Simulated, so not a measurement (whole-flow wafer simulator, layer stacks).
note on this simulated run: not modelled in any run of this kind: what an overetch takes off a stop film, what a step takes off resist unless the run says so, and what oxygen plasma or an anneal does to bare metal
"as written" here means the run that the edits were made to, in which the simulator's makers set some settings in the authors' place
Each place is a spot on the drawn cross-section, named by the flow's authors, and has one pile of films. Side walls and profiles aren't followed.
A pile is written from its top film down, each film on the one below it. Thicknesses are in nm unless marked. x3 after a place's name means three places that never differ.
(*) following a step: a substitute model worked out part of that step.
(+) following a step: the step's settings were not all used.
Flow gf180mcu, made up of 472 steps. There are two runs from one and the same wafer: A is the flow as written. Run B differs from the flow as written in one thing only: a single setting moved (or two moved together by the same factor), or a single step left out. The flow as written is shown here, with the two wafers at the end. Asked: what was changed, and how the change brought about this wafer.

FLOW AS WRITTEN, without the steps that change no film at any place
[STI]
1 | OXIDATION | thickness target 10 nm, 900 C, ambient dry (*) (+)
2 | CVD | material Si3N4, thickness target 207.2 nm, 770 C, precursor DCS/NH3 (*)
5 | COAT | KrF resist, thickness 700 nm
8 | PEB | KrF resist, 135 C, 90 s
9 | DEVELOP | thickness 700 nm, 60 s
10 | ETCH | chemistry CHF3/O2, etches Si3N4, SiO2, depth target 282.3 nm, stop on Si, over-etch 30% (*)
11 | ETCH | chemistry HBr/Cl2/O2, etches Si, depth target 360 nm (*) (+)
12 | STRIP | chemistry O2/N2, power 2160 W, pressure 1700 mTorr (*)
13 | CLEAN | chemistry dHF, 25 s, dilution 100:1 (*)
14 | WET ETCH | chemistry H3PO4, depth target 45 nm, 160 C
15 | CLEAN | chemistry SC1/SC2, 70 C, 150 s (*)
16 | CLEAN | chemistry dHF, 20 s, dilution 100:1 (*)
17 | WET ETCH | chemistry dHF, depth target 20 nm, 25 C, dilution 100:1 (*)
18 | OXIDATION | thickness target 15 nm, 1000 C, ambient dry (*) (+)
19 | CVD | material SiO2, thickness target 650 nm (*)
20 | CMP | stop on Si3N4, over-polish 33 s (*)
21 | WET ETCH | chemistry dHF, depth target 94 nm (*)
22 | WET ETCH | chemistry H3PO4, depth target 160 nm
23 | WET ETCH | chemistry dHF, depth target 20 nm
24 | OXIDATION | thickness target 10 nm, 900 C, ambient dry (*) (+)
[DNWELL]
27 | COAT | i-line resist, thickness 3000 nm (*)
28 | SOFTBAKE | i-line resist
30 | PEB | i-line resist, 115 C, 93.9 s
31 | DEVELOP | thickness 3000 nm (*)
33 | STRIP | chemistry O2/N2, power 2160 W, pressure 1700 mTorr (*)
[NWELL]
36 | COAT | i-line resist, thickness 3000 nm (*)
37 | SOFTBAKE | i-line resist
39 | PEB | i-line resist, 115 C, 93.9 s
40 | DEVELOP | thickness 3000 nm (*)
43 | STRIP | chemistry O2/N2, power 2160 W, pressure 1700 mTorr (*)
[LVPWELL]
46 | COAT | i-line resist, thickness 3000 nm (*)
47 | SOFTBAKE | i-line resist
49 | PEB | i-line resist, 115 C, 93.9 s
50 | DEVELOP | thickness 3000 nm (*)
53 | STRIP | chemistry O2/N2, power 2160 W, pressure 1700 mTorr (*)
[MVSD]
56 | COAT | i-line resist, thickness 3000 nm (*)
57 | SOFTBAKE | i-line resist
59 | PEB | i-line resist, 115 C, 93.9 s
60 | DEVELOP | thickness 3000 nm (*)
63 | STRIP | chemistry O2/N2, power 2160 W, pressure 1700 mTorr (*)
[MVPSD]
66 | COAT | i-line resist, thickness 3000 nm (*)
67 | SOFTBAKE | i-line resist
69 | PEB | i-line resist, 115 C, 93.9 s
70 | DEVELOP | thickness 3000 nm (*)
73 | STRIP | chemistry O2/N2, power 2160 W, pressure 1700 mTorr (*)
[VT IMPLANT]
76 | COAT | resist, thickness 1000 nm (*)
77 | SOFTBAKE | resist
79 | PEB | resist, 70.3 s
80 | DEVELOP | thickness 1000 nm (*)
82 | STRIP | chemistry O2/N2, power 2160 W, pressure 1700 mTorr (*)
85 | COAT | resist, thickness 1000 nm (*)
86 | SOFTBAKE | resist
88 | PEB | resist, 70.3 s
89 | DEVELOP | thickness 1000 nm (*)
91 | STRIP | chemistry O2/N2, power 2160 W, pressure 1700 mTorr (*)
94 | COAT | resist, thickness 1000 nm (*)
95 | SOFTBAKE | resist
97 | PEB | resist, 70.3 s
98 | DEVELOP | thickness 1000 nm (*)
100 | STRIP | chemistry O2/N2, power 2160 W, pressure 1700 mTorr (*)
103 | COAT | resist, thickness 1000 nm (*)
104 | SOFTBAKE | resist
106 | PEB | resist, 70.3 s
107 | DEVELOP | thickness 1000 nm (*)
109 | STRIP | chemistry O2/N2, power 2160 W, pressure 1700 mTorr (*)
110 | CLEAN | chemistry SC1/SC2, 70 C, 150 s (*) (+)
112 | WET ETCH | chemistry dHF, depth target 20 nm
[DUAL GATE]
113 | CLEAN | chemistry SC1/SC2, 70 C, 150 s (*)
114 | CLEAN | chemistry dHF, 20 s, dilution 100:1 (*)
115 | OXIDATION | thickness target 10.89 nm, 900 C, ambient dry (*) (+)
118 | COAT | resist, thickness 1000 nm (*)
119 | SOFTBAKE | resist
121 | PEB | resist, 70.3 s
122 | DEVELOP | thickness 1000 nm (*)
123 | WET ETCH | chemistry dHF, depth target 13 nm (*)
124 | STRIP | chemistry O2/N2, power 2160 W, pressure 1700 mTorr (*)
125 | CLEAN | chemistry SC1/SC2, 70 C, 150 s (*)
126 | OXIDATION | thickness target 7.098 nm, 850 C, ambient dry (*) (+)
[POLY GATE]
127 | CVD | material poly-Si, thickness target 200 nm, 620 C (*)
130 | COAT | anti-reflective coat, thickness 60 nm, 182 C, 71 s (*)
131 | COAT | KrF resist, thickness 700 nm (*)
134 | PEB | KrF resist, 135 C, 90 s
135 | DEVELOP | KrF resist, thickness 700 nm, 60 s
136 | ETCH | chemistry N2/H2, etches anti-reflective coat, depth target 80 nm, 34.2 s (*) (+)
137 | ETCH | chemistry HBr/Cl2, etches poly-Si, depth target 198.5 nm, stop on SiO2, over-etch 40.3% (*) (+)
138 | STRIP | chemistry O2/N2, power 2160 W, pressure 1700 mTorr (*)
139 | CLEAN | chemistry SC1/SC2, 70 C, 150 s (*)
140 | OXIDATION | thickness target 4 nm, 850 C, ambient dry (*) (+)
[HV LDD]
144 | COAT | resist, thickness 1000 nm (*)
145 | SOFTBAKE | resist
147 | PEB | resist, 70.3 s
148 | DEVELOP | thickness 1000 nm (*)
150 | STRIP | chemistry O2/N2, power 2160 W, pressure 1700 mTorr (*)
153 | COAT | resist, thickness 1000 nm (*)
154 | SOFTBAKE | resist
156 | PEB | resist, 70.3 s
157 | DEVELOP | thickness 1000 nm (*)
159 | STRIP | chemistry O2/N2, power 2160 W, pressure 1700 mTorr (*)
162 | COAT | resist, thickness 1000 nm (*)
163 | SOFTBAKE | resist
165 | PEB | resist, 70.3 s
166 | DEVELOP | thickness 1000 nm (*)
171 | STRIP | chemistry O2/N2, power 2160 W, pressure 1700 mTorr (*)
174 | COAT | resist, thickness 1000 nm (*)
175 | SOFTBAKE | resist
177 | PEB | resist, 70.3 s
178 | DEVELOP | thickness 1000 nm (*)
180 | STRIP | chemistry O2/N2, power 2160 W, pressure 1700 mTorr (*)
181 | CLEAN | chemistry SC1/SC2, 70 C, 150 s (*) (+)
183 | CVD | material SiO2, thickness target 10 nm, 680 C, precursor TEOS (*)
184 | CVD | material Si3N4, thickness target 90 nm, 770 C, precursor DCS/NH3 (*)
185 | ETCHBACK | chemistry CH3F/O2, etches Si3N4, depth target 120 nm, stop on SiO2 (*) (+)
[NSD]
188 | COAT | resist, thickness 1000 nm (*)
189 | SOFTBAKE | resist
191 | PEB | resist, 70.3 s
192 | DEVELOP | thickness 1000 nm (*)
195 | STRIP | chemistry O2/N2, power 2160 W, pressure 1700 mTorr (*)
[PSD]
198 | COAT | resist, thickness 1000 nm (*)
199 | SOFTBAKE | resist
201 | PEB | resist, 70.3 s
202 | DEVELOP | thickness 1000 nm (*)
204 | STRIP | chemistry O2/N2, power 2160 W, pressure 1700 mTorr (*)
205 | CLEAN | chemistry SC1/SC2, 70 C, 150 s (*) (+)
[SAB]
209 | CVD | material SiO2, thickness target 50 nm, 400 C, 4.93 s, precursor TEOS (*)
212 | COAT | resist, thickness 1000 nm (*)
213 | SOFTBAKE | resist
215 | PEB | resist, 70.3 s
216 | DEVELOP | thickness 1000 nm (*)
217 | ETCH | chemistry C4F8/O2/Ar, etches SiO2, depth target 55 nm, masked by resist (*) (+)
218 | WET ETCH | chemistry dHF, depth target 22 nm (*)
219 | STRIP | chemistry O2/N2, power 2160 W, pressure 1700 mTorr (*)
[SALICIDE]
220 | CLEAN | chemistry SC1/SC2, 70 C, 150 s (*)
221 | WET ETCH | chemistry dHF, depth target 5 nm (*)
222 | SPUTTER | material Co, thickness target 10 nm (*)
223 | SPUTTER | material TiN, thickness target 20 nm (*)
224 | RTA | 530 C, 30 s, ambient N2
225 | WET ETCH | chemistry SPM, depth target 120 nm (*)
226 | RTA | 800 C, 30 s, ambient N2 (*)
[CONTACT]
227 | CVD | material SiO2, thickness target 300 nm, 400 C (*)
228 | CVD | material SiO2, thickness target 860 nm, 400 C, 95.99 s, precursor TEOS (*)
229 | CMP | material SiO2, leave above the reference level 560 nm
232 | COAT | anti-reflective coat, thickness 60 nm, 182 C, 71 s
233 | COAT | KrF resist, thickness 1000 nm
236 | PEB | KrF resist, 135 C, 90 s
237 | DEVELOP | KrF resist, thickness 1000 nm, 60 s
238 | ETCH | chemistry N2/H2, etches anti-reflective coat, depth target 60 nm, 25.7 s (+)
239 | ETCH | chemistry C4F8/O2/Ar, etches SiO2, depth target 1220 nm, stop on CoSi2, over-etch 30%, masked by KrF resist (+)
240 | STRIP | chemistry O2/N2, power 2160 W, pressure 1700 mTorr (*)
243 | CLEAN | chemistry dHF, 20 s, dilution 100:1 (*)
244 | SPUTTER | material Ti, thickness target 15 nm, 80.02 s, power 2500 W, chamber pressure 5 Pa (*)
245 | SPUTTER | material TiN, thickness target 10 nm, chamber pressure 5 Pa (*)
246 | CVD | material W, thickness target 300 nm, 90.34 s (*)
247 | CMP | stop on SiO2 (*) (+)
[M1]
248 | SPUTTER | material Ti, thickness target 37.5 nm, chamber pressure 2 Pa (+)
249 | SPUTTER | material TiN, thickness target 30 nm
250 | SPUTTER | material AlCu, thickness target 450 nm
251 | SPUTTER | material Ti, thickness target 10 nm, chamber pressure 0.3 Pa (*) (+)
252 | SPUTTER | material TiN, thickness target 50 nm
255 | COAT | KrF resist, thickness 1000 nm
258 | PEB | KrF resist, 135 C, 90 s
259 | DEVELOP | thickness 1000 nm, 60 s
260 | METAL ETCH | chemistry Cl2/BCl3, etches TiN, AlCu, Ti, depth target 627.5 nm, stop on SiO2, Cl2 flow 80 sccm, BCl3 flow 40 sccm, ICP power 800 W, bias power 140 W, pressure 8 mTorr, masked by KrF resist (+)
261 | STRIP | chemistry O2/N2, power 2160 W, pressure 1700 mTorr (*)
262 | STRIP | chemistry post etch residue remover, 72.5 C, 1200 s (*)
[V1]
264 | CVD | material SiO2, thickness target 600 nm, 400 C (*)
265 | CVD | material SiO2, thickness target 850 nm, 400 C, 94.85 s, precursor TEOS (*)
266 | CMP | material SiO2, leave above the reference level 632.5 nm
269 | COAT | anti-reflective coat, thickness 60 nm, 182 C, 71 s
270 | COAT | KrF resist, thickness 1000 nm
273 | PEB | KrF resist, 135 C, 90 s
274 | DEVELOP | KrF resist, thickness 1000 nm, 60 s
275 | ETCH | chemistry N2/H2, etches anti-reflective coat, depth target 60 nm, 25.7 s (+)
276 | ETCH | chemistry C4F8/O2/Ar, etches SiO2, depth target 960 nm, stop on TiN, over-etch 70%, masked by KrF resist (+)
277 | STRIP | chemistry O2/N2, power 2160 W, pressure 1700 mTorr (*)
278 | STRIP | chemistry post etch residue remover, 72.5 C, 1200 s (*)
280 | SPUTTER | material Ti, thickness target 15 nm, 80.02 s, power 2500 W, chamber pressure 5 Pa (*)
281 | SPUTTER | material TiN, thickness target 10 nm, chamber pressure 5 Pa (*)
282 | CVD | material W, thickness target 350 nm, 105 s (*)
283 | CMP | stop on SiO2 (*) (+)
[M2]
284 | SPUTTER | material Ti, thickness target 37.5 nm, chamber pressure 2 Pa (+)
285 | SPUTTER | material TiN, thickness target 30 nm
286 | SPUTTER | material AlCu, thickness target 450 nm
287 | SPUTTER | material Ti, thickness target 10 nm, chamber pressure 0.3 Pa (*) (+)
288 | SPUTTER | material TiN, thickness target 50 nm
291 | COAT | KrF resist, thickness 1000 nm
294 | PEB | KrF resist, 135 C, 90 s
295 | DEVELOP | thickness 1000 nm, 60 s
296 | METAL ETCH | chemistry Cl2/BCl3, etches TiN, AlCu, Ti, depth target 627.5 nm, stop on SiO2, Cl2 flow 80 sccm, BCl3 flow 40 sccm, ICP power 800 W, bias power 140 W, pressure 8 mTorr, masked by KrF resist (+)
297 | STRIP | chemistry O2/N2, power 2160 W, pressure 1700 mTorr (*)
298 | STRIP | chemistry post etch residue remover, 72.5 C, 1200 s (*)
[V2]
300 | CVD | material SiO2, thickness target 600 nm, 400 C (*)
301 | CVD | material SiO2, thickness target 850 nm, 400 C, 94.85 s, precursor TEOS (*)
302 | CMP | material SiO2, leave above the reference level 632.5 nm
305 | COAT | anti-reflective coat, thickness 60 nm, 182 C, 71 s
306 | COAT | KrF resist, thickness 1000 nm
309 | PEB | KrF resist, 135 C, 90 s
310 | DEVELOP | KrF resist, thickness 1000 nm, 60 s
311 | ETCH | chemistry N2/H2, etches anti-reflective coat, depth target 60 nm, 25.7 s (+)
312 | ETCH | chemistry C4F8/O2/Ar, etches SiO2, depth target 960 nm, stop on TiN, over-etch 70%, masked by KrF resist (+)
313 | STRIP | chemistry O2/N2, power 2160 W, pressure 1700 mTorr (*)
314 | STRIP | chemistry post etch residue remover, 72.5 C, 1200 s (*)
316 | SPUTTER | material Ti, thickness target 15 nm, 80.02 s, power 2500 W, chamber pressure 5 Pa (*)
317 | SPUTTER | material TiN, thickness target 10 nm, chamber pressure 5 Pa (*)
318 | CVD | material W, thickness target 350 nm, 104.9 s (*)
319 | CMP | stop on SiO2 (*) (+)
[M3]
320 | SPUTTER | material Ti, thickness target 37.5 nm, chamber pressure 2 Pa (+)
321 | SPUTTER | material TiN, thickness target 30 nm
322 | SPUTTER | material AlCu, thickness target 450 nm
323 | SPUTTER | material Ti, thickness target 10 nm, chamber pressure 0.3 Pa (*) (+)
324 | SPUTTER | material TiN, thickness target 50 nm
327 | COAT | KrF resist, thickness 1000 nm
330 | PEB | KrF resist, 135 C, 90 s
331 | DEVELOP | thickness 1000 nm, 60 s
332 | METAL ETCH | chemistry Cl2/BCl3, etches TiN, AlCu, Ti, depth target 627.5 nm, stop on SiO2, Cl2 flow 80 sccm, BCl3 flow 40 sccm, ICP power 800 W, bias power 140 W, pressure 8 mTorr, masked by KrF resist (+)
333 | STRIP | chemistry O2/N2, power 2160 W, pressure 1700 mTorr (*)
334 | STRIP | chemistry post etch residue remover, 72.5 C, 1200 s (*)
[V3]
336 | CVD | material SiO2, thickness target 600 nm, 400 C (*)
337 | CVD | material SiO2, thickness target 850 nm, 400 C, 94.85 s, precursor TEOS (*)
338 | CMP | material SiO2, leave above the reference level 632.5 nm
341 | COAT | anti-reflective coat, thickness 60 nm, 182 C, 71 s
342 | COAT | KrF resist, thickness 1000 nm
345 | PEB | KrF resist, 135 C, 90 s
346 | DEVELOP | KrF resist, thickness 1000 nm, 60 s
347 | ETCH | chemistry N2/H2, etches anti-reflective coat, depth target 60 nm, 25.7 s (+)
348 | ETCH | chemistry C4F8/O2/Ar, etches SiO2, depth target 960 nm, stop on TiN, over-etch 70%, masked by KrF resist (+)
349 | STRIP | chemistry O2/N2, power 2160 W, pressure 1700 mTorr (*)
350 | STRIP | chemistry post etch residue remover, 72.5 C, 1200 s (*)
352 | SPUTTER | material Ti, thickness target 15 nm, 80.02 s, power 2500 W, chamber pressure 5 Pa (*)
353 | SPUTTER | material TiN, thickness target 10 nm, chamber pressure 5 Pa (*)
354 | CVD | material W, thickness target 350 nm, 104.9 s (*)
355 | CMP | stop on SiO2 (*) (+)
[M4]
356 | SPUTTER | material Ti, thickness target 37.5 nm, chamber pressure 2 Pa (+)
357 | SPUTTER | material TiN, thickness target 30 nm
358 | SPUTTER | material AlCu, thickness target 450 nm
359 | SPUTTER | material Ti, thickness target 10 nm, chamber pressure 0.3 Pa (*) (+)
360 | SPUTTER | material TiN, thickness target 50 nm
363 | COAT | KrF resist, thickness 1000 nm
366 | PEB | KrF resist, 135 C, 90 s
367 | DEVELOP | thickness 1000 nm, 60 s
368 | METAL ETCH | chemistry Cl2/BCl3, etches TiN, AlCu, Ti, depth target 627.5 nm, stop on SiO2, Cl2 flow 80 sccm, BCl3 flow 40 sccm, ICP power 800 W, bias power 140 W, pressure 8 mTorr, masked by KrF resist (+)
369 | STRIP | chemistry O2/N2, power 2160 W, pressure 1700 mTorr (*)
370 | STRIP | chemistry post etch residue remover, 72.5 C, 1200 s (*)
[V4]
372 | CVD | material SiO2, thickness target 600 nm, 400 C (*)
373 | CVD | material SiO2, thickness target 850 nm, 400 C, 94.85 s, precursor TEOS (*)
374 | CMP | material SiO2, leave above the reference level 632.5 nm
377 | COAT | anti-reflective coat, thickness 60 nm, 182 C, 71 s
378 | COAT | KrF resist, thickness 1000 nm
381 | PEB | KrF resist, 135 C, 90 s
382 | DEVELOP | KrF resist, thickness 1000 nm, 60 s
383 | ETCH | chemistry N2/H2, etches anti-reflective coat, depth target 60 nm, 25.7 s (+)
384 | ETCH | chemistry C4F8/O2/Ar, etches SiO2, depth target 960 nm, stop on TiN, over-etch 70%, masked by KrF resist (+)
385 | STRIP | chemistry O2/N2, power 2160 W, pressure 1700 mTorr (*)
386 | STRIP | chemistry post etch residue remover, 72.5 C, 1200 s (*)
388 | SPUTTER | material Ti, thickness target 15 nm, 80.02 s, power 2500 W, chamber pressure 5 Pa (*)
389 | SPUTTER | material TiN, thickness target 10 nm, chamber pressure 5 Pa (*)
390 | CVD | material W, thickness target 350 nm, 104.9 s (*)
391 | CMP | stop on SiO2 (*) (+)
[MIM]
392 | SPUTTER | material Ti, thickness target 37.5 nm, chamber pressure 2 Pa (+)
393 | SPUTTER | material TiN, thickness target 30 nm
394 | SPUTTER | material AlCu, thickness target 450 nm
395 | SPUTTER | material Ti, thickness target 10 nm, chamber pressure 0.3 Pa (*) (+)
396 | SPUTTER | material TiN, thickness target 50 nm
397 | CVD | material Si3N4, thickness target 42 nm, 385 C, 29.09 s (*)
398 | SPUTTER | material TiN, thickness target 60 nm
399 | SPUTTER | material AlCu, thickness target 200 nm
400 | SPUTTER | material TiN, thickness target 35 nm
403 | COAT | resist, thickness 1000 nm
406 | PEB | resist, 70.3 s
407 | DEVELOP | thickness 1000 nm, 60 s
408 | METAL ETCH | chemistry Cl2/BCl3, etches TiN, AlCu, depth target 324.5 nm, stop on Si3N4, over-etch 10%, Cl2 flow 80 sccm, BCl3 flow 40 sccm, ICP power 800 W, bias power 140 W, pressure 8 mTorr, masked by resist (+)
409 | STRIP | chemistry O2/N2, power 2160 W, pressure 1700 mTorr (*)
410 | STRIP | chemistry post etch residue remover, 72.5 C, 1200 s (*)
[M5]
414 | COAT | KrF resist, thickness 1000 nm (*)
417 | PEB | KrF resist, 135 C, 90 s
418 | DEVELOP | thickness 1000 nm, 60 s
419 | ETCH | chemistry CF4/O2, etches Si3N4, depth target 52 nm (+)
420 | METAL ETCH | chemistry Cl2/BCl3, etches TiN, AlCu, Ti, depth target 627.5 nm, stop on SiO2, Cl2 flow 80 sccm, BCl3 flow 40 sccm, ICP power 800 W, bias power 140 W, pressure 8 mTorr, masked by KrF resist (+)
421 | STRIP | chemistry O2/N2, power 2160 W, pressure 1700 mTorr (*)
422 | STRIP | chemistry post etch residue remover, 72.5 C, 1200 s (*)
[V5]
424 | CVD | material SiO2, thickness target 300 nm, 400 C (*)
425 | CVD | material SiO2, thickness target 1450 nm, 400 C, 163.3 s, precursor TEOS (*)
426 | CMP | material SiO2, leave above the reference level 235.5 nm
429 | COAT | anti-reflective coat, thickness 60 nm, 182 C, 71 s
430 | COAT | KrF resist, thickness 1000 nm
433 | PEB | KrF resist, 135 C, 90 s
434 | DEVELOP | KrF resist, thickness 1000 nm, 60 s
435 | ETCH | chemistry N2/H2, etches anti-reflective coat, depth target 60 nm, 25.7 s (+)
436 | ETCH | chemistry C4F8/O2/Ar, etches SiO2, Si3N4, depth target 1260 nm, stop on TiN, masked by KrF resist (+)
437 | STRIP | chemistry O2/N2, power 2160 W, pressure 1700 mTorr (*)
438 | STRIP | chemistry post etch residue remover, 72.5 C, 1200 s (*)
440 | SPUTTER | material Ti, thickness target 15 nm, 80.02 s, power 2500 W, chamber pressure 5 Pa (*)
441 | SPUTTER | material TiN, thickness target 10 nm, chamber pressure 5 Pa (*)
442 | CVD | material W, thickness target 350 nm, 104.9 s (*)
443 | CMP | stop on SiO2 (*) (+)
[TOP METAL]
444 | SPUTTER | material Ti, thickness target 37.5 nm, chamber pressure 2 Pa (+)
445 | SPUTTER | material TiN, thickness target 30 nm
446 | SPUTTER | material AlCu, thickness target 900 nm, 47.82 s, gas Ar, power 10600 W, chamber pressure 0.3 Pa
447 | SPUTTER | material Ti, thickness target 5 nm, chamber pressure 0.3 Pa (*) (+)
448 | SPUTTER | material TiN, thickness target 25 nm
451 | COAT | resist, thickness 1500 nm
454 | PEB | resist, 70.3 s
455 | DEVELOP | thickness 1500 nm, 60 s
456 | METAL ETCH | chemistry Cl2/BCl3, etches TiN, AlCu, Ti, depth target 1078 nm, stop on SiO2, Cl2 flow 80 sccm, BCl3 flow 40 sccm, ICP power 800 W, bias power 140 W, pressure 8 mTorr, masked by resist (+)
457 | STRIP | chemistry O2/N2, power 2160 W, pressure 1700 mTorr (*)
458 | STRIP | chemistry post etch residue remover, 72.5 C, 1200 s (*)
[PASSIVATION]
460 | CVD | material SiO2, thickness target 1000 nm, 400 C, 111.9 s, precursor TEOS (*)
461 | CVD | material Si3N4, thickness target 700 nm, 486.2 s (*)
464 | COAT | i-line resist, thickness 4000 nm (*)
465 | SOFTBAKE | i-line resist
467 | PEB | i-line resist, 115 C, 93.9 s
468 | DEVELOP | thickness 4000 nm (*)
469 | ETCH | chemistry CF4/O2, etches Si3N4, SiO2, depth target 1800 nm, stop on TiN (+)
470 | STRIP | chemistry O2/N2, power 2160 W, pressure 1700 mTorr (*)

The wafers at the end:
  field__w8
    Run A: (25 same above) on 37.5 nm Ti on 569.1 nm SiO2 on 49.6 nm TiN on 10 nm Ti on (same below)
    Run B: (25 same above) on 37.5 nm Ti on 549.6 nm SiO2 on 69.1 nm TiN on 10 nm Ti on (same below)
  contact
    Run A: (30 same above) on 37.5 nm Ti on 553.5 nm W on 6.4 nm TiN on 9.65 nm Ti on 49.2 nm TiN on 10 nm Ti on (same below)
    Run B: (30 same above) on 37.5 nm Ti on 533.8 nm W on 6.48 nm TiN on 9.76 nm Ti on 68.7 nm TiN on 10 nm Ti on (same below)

Cause: step 288, SPUTTER: thickness target 69.5 nm was run, whereas the flow has thickness target 50 nm.

Step by step, how the change led to this:
  288 | SPUTTER | material TiN, thickness target 50 nm
      field, field__w1, field__w2 and 108 more: A TiN gains 50 (new film) | B TiN gains 69.5 (new film)
  296 | METAL ETCH | chemistry Cl2/BCl3, etches TiN, AlCu, Ti, depth target 627.5 nm, stop on SiO2, Cl2 flow 80 sccm, BCl3 flow 40 sccm, ICP power 800 W, bias power 140 W, pressure 8 mTorr, masked by KrF resist (+)
      field, field__w1, field__w2 and 103 more: A TiN loses 50 (all of it), Ti loses 10 (all of it), AlCu loses 450 (all of it), TiN loses 30 (all of it), Ti loses 37.5 (all of it) | B TiN loses 69.5 (all of it), Ti loses 10 (all of it), AlCu loses 450 (all of it), TiN loses 30 (all of it), Ti loses 37.5 (all of it)
  302 | CMP | material SiO2, leave above the reference level 632.5 nm
      field__w8, contact, m1, m1__w1, m1_nw: A SiO2 loses 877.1 | B SiO2 loses 896.6
  312 | ETCH | chemistry C4F8/O2/Ar, etches SiO2, depth target 960 nm, stop on TiN, over-etch 70%, masked by KrF resist (+)
      field, field__w1, field__w2 and 107 more: A KrF resist loses 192 | B KrF resist loses 188
      contact: A SiO2 loses 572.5 (all of it) | B SiO2 loses 553 (all of it)
  318 | CVD | material W, thickness target 350 nm, 104.9 s (*)
      contact: A W gains 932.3 (new film) | B W gains 912.6 (new film)
